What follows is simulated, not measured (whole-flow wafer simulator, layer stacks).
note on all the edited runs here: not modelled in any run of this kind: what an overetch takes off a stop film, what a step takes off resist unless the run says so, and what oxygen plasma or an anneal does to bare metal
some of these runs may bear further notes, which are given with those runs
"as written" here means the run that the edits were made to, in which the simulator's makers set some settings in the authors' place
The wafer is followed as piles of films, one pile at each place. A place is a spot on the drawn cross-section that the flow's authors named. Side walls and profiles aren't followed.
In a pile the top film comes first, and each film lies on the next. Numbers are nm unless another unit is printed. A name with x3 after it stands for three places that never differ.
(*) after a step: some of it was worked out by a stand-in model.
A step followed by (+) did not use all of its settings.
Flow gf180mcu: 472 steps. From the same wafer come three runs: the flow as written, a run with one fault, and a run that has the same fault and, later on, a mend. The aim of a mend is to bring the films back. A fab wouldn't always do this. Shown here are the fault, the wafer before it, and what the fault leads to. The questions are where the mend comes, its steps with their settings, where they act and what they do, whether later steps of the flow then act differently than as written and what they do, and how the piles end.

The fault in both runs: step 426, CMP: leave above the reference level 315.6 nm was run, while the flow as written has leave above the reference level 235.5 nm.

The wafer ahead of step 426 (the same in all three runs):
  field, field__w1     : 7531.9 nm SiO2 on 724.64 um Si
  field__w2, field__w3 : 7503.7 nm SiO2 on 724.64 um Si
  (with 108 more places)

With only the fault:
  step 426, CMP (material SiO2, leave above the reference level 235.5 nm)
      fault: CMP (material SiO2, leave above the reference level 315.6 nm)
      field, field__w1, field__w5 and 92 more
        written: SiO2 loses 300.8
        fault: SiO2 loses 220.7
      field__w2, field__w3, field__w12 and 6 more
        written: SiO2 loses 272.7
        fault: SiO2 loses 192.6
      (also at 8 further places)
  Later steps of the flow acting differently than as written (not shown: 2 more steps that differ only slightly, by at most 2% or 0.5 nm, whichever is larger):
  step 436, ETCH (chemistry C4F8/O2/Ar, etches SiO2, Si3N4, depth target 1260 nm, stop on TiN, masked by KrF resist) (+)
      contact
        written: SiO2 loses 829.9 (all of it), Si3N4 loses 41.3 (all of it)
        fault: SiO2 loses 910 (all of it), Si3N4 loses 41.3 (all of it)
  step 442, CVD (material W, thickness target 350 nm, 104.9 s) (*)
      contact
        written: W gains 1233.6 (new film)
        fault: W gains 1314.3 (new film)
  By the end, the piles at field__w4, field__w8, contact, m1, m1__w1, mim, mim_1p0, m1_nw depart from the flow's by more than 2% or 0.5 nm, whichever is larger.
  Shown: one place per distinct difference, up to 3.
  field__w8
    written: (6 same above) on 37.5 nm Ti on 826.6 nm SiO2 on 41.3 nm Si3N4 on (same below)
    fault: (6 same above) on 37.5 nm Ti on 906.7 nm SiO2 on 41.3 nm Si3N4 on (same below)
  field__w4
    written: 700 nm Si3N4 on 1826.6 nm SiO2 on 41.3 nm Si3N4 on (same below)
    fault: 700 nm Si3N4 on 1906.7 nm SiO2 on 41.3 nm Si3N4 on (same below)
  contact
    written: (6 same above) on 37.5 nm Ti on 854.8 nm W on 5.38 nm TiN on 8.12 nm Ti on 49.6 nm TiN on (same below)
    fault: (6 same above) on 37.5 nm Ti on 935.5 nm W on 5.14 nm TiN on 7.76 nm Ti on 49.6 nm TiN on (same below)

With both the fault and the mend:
  The mend follows step 434.
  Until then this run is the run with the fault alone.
  step 434a, STRIP (chemistry O2/N2, power 2160 W, pressure 1700 mTorr) (*)
      field, field__w1, field__w2 and 108 more
        KrF resist loses 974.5 (all of it), anti-reflective coat loses 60 (all of it)
      contact
        anti-reflective coat loses 60 (all of it)
  step 434b, CMP (material SiO2, leave above the reference level 235.5 nm) (the flow's step 426, run once more)
      field, field__w1, field__w2 and 109 more
        SiO2 loses 80.1
  step 434c, HMDS (120 C, 60 s) (the flow's step 428, run once more)
      does not change any film at any place that is followed
  step 434d, COAT (anti-reflective coat, thickness 60 nm, 182 C, 71 s) (the flow's step 429, run once more)
      field, field__w1, field__w2 and 109 more
        anti-reflective coat gains 60 (new film)
  step 434e, COAT (KrF resist, thickness 1000 nm) (the flow's step 430, run once more)
      field, field__w1, field__w2 and 109 more
        KrF resist gains 1000 (new film)
  step 434f, SOFTBAKE (KrF resist) (the flow's step 431, run once more)
      does not change any film at any place that is followed
  step 434g, EXPOSE (photomask Via5) (the flow's step 432, run once more)
      does not change any film at any place that is followed
  step 434h, PEB (KrF resist, 135 C, 90 s) (the flow's step 433, run once more)
      field, field__w1, field__w2 and 109 more
        KrF resist loses 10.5
  step 434i, DEVELOP (KrF resist, thickness 1000 nm, 60 s) (the flow's step 434, run once more)
      field, field__w1, field__w2 and 108 more
        KrF resist loses 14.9
      contact
        KrF resist loses 989.5 (all of it)
  None of the later steps of the flow acts differently than as written at any place that is followed.
  The piles end the same as the flow's at every place that both follow.
